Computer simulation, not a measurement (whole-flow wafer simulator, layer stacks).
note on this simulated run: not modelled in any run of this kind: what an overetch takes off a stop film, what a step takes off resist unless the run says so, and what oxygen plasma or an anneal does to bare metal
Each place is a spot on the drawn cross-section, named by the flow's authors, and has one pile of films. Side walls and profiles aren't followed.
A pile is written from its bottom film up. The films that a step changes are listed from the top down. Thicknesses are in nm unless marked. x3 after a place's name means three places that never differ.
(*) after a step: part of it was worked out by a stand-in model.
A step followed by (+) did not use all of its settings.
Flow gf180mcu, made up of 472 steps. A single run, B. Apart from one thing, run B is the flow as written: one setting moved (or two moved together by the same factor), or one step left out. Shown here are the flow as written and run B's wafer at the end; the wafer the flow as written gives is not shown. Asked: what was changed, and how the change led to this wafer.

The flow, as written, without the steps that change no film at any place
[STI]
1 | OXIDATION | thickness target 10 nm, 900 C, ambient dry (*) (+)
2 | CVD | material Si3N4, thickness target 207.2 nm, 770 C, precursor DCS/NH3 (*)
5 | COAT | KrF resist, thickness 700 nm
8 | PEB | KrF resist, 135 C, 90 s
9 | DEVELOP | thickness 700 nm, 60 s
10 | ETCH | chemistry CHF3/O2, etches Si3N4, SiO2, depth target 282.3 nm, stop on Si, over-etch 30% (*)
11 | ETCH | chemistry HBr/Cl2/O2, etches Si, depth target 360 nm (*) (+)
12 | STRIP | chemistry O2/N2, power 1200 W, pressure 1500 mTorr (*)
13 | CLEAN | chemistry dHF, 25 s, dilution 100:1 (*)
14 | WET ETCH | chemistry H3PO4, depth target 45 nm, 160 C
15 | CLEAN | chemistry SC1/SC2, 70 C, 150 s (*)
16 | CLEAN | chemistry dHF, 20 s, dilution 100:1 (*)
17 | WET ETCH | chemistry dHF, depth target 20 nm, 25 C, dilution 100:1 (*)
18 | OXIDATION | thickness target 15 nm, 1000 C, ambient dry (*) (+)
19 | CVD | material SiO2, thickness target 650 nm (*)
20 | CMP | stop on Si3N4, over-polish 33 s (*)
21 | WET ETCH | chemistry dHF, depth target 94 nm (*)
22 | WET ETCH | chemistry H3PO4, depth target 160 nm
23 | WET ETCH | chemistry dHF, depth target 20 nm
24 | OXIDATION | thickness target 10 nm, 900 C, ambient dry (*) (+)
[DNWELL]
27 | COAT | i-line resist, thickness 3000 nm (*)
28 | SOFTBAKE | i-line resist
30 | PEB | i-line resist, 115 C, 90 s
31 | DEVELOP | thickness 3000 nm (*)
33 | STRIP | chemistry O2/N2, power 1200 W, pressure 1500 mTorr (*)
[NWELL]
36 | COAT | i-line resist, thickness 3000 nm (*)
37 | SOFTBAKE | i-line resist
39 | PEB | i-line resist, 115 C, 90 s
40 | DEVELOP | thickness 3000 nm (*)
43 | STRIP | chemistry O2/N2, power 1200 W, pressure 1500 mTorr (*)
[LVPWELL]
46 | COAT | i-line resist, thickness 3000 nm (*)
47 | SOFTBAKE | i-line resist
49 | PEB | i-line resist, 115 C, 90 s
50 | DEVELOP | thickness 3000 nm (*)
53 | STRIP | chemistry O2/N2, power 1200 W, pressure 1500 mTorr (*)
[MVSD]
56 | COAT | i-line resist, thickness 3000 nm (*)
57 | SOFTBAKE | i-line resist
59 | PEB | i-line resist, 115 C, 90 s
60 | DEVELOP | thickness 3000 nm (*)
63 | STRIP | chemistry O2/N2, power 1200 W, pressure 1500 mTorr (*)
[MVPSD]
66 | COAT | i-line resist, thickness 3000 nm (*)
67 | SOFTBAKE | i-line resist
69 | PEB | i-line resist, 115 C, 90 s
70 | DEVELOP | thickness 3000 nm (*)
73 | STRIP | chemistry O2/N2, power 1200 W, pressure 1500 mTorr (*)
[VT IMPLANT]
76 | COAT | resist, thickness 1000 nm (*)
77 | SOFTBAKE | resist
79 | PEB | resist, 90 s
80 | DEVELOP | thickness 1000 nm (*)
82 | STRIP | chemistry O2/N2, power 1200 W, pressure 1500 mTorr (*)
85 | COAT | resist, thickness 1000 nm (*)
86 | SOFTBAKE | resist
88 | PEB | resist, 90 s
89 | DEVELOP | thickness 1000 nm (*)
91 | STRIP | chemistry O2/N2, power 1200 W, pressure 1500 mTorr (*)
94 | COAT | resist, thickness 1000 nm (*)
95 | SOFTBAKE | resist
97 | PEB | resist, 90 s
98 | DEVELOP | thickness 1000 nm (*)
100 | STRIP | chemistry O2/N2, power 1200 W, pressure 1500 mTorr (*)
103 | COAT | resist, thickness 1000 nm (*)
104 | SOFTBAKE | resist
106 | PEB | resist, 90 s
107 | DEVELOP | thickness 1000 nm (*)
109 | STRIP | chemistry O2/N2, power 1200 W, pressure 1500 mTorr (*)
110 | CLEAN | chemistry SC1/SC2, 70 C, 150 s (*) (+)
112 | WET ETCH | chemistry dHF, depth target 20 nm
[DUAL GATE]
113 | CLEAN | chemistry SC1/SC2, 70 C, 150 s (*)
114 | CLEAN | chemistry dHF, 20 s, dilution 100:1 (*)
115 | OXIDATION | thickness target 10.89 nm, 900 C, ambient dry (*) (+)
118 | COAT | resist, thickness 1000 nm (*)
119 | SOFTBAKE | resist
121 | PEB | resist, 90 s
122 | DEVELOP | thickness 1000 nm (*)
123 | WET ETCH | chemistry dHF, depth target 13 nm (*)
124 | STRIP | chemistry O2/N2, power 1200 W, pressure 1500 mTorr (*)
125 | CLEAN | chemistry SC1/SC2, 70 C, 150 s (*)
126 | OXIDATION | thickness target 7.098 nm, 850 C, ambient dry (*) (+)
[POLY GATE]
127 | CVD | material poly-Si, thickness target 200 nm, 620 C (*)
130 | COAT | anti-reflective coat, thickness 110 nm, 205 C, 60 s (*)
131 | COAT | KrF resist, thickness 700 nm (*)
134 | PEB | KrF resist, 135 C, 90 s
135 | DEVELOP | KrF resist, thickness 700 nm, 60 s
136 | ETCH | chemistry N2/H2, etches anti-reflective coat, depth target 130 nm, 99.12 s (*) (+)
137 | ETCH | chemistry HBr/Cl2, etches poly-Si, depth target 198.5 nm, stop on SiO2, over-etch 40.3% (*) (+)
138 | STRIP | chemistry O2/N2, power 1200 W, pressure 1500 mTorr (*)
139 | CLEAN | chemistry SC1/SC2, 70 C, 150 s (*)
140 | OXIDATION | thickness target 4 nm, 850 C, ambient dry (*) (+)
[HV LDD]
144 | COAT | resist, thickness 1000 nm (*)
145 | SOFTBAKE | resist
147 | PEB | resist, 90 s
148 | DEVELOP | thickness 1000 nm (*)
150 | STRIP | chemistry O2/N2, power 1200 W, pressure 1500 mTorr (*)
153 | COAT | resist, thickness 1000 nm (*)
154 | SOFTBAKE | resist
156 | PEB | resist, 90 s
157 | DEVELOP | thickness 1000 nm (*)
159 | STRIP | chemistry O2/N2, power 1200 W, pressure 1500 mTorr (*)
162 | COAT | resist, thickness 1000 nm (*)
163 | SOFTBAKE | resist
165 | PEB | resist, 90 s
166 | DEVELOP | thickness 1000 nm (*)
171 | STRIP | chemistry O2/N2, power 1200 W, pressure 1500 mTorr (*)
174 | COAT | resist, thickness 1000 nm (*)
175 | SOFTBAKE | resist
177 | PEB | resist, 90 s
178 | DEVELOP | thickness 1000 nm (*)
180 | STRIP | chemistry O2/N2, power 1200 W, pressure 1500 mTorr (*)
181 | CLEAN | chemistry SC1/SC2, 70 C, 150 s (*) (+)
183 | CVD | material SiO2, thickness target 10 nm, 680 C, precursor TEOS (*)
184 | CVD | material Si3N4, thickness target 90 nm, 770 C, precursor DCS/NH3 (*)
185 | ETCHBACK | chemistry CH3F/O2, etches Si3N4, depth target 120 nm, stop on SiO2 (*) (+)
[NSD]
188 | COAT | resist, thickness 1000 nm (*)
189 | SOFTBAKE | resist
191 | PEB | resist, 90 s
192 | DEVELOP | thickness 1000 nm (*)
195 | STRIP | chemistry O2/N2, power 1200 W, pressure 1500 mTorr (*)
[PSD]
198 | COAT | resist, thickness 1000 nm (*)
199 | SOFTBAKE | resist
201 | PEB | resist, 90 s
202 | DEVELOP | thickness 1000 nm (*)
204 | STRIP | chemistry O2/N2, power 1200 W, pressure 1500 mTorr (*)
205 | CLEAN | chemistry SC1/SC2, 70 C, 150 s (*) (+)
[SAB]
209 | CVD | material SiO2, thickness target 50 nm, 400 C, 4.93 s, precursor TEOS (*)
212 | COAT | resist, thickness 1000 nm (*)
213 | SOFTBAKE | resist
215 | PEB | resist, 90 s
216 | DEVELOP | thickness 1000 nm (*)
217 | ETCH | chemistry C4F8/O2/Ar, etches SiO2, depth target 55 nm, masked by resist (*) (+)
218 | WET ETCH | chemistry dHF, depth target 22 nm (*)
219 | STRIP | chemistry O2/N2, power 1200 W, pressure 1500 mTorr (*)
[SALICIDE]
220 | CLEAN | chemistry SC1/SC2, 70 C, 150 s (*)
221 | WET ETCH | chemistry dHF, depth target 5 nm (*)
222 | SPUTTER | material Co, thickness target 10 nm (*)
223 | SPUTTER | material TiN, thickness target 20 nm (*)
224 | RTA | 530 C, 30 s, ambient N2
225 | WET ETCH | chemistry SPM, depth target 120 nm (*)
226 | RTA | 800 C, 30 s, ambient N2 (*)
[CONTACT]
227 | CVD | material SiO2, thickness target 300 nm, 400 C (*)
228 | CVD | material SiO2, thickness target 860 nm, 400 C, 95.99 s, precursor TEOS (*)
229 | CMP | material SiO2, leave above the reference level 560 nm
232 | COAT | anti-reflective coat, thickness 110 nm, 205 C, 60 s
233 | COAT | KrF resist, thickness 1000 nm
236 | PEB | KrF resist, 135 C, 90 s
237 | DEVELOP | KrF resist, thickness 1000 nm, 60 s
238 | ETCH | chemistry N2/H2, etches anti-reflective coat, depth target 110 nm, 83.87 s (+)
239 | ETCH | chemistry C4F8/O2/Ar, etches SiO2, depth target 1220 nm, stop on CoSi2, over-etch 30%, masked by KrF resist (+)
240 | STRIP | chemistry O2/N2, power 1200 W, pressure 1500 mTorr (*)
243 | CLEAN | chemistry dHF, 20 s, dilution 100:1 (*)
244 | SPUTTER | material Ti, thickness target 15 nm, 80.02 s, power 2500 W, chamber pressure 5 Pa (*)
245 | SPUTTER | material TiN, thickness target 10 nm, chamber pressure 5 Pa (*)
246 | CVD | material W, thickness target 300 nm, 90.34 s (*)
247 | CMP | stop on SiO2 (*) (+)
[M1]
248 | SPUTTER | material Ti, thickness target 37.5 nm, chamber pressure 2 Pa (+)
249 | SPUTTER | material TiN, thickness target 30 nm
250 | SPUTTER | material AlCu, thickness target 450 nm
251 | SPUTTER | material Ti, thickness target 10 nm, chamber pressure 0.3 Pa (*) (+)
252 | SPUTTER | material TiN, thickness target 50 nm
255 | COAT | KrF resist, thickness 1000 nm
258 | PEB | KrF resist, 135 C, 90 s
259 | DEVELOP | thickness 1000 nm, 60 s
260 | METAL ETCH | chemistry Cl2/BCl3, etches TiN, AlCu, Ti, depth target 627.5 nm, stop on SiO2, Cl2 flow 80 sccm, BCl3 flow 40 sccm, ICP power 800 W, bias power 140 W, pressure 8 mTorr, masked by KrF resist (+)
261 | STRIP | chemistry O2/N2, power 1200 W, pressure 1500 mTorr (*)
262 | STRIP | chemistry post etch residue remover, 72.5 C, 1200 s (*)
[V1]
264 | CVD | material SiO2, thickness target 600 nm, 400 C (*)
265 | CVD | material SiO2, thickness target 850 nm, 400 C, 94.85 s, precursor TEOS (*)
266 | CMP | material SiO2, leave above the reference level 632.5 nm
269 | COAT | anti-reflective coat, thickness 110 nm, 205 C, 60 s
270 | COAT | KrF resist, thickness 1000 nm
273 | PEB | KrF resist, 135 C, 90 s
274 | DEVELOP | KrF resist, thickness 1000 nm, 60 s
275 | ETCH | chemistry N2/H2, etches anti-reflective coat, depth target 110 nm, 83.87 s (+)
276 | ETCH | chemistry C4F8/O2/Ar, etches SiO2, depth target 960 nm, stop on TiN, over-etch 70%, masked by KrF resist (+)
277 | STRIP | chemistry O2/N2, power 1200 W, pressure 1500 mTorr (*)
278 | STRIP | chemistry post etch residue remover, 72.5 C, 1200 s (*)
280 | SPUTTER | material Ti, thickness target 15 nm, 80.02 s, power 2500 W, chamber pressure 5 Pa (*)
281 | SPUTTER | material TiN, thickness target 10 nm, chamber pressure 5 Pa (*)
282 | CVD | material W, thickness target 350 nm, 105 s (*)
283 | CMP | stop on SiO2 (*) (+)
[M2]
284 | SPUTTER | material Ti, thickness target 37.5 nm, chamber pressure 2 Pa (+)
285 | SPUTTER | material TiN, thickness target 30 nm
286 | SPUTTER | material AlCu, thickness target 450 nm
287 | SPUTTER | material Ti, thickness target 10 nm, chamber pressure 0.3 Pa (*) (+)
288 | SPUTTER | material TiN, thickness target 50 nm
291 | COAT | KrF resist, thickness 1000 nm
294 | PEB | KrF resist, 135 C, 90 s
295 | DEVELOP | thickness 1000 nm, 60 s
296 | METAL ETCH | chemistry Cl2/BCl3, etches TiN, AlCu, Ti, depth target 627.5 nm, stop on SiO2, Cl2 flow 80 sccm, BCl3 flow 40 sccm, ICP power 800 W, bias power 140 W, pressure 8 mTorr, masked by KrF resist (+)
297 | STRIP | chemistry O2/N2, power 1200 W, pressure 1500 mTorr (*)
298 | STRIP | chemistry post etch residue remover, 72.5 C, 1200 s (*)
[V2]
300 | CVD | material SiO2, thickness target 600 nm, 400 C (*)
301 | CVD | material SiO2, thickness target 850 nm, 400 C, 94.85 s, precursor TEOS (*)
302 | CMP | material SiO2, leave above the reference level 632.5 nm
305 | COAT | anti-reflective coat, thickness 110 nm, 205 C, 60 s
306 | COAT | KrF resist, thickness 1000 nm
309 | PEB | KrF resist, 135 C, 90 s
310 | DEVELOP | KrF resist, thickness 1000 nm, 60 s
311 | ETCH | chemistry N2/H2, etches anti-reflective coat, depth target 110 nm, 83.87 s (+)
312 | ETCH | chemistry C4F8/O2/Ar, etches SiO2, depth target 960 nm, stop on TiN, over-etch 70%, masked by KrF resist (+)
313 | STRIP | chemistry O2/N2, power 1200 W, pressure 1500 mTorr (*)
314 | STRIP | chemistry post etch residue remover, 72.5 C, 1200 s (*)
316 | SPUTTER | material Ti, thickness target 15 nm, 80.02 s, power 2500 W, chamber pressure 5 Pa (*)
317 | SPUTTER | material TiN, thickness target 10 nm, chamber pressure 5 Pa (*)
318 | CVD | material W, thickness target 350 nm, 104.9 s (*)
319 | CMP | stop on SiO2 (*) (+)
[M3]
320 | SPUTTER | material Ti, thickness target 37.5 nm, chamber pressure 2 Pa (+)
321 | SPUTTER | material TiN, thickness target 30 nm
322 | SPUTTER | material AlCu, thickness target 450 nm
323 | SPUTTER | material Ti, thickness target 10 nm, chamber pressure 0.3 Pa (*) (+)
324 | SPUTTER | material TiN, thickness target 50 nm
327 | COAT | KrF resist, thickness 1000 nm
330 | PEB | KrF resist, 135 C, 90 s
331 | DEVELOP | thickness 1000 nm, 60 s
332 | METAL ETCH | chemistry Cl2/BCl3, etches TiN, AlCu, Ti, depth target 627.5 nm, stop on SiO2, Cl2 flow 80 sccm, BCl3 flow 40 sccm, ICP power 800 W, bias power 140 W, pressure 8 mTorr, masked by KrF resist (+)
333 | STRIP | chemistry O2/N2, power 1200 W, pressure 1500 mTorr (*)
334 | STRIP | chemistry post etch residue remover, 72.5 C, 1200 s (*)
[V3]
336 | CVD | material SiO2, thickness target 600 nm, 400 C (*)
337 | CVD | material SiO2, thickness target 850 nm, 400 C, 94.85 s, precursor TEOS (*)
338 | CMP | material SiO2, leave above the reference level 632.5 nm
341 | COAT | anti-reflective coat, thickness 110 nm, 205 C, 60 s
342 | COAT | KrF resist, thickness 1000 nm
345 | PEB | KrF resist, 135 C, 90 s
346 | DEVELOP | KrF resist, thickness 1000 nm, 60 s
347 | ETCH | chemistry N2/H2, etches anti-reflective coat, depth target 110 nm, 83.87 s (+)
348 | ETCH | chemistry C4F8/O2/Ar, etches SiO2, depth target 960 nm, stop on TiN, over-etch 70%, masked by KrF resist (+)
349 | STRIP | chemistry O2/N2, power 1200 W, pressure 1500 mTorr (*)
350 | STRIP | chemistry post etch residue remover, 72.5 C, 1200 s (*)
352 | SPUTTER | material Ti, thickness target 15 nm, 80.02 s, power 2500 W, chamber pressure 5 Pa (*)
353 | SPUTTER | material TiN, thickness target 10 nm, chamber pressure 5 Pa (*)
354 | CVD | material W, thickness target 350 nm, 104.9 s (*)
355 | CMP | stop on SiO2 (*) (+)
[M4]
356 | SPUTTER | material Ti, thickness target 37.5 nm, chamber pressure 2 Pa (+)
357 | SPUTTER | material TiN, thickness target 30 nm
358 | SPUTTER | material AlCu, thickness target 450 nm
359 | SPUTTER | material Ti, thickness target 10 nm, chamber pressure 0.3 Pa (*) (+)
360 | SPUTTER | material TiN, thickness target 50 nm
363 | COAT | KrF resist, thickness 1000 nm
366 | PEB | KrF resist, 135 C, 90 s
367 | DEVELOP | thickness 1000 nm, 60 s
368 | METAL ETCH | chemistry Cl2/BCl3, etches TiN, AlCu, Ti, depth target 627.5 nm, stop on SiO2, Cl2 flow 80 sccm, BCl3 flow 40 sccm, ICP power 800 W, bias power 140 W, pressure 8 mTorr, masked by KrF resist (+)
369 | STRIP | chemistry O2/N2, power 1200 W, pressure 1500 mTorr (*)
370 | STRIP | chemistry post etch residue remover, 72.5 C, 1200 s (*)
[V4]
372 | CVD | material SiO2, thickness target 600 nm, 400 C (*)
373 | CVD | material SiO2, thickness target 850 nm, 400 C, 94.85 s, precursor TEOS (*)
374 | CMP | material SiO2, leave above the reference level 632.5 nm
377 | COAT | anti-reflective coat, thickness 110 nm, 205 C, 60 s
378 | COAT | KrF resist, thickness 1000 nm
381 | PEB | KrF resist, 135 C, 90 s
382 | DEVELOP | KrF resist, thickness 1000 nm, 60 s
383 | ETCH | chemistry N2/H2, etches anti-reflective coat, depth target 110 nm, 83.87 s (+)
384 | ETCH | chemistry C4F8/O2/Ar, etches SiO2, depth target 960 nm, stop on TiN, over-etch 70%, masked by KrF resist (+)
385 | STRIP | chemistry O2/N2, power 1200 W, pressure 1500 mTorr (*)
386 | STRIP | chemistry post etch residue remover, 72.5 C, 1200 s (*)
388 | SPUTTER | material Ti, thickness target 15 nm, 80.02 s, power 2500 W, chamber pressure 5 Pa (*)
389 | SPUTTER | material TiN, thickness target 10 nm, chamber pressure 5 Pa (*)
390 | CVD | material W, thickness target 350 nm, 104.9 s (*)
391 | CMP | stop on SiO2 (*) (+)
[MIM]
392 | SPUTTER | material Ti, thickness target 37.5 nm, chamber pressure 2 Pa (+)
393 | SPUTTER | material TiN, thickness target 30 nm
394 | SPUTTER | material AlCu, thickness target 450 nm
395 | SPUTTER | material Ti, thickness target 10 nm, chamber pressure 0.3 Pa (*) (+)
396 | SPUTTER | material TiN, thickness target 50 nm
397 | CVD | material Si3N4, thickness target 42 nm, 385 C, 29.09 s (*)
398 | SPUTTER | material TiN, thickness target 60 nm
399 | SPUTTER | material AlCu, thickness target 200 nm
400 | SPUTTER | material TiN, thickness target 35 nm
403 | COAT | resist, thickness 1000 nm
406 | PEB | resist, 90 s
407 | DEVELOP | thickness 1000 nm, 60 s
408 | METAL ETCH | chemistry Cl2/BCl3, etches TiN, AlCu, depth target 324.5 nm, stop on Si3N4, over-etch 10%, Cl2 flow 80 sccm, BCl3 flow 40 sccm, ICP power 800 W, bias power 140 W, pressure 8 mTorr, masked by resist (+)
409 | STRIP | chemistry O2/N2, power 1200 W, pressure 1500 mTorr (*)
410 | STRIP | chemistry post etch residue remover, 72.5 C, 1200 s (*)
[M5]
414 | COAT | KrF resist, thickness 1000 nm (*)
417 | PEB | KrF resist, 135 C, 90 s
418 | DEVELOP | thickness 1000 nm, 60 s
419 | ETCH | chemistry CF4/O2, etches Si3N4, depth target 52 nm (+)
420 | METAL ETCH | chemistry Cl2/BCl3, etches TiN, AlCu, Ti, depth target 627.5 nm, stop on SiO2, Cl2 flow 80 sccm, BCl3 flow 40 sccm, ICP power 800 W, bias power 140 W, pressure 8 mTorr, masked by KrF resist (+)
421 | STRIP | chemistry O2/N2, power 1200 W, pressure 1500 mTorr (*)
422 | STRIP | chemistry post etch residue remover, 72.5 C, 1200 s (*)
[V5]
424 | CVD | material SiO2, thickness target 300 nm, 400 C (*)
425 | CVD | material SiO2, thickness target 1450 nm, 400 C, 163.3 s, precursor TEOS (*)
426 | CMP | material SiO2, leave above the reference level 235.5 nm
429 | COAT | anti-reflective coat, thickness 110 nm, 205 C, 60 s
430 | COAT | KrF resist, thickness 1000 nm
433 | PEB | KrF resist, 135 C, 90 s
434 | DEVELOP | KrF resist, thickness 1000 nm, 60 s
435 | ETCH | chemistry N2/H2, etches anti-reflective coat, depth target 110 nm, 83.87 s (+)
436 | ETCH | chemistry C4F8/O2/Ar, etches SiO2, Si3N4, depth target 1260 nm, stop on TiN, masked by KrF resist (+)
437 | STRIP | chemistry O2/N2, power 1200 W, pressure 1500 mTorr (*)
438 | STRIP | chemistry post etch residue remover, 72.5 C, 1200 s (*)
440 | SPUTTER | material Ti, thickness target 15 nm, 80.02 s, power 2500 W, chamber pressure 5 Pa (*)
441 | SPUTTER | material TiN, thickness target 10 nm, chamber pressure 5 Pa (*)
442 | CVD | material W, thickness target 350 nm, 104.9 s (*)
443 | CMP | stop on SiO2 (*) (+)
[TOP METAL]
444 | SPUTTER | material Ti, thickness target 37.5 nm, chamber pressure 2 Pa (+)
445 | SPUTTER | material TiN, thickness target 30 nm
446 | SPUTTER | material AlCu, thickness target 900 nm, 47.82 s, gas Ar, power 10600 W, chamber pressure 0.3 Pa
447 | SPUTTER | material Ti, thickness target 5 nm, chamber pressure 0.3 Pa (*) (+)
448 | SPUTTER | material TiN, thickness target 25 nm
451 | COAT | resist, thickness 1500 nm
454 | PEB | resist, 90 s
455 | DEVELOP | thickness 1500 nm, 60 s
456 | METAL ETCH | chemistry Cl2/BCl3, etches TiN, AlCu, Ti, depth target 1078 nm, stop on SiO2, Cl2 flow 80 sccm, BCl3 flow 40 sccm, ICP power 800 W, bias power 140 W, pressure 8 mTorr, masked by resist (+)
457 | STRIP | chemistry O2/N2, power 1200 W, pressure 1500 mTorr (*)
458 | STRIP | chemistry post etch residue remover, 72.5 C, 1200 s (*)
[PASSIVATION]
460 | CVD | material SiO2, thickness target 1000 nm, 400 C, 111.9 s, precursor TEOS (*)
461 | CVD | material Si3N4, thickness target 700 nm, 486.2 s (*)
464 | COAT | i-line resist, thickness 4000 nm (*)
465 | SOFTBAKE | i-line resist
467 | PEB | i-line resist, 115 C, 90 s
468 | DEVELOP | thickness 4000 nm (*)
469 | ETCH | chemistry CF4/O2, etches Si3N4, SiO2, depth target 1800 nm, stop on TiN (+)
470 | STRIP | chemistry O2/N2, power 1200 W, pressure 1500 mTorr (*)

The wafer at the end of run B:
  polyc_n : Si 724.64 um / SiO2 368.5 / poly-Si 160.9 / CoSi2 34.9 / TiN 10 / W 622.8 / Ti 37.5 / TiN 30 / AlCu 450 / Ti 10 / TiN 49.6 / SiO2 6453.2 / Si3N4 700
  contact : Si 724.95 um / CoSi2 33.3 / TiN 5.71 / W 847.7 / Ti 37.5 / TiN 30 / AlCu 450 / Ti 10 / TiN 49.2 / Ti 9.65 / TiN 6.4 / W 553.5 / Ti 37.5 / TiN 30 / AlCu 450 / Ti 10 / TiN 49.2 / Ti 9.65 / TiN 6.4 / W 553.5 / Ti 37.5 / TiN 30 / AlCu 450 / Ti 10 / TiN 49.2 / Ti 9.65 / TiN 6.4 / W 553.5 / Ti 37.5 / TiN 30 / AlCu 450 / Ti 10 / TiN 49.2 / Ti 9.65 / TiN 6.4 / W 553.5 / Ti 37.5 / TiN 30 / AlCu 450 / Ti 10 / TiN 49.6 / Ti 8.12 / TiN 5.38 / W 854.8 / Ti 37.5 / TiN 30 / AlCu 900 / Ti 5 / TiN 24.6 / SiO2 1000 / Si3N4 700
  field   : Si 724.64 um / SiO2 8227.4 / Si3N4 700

Cause: step 244, SPUTTER: material Ti, thickness target 15 nm, 80.02 s, power 2500 W, chamber pressure 5 Pa (*), was omitted.

How this came from the change, step by step:
  247 | CMP | stop on SiO2 (*) (+)
      field, field__w1, field__w2 and 105 more: -300 W (all of it), -10 TiN (all of it), -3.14 SiO2 (as written it would have been: -300 W (all of it), -10 TiN (all of it), -15 Ti (all of it), -3.29 SiO2)
      contact, polyc_n, polyc_p: -313.1 W (as written it would have been: -328.3 W)
